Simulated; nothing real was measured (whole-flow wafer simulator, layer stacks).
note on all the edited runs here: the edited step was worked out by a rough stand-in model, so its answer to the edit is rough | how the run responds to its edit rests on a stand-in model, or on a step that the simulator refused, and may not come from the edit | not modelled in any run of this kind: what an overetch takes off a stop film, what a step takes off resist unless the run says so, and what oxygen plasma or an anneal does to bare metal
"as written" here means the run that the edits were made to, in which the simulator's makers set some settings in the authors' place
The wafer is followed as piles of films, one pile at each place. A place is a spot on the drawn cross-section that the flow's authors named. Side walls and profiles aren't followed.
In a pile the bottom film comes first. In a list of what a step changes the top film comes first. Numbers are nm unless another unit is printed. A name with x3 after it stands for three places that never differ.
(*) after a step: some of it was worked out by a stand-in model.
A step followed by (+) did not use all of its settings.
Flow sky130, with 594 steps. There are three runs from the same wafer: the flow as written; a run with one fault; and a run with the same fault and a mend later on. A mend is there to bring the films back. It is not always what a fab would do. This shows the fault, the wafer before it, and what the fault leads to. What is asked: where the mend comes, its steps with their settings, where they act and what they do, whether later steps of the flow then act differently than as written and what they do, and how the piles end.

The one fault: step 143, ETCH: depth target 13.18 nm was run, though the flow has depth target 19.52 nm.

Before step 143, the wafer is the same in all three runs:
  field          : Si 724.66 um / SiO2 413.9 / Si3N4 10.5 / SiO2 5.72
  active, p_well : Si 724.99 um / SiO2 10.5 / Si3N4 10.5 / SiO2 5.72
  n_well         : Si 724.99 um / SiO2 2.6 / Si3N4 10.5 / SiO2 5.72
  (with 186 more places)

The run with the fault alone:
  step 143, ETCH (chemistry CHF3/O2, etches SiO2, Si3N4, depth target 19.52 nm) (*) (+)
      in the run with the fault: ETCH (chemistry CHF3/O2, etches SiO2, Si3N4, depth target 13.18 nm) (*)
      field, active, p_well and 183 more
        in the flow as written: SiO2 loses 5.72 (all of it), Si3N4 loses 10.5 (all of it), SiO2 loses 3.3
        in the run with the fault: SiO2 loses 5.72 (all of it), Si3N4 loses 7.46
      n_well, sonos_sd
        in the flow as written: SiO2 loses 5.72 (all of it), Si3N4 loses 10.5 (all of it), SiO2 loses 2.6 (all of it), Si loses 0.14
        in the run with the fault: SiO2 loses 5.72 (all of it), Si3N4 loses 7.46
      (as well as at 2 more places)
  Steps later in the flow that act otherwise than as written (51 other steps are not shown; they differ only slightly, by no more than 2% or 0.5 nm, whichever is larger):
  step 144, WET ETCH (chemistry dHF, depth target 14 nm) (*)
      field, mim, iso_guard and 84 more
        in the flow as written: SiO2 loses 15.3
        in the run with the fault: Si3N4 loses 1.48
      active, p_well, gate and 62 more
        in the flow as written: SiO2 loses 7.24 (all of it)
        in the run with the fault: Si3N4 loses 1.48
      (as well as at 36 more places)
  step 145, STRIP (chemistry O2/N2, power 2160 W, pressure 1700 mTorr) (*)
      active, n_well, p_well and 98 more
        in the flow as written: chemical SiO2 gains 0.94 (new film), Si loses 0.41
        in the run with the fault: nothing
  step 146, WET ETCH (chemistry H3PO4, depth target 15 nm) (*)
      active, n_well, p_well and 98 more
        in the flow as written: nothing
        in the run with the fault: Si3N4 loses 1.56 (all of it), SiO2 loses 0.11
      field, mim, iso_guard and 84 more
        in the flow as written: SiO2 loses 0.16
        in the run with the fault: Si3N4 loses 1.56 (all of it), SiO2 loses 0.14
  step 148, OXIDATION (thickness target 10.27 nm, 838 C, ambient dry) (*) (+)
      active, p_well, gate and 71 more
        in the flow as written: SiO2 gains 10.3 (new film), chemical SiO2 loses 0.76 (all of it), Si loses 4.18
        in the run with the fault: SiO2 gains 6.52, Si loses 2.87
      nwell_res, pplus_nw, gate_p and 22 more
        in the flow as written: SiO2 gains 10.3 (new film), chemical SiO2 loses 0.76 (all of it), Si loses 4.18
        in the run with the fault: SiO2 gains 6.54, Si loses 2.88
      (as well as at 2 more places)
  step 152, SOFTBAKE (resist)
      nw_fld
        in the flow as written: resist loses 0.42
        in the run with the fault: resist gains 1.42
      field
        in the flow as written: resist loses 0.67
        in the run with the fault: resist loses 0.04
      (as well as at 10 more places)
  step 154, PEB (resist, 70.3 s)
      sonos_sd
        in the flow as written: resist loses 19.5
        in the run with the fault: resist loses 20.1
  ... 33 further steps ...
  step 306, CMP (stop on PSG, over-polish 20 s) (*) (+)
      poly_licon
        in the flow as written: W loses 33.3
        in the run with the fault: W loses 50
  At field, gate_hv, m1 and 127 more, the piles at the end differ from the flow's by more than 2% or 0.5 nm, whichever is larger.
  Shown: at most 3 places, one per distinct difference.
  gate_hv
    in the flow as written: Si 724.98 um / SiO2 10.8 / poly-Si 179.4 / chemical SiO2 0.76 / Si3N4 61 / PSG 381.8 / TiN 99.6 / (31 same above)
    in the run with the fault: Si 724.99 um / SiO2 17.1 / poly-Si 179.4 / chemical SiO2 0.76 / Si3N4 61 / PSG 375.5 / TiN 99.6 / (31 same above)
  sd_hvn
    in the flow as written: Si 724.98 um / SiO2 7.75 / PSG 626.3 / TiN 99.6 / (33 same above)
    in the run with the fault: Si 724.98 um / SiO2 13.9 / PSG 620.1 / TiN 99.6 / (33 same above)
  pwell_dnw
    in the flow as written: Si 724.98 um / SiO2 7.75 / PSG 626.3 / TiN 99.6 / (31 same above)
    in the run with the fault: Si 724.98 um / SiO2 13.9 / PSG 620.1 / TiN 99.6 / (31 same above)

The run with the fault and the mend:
  After step 143 comes the mend.
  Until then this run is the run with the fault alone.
  step 143a, ETCH (chemistry CHF3/O2, etches SiO2, Si3N4, depth target 6.344 nm) (*) (+) (the flow's step 143, run once more with other settings)
      field, active, p_well and 183 more
        Si3N4 loses 3.04 (all of it), SiO2 loses 3.3
      n_well, sonos_sd
        Si3N4 loses 3.04 (all of it), SiO2 loses 2.6 (all of it), Si loses 0.14
      sonos_cell, sonos_cell_x
        resist loses 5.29
  Later steps of the flow that are run all act as written at every place that is followed, up to a difference of at most 2% or 0.5 nm, whichever is larger.
  At every place that both follow, the piles at the end match the flow's.
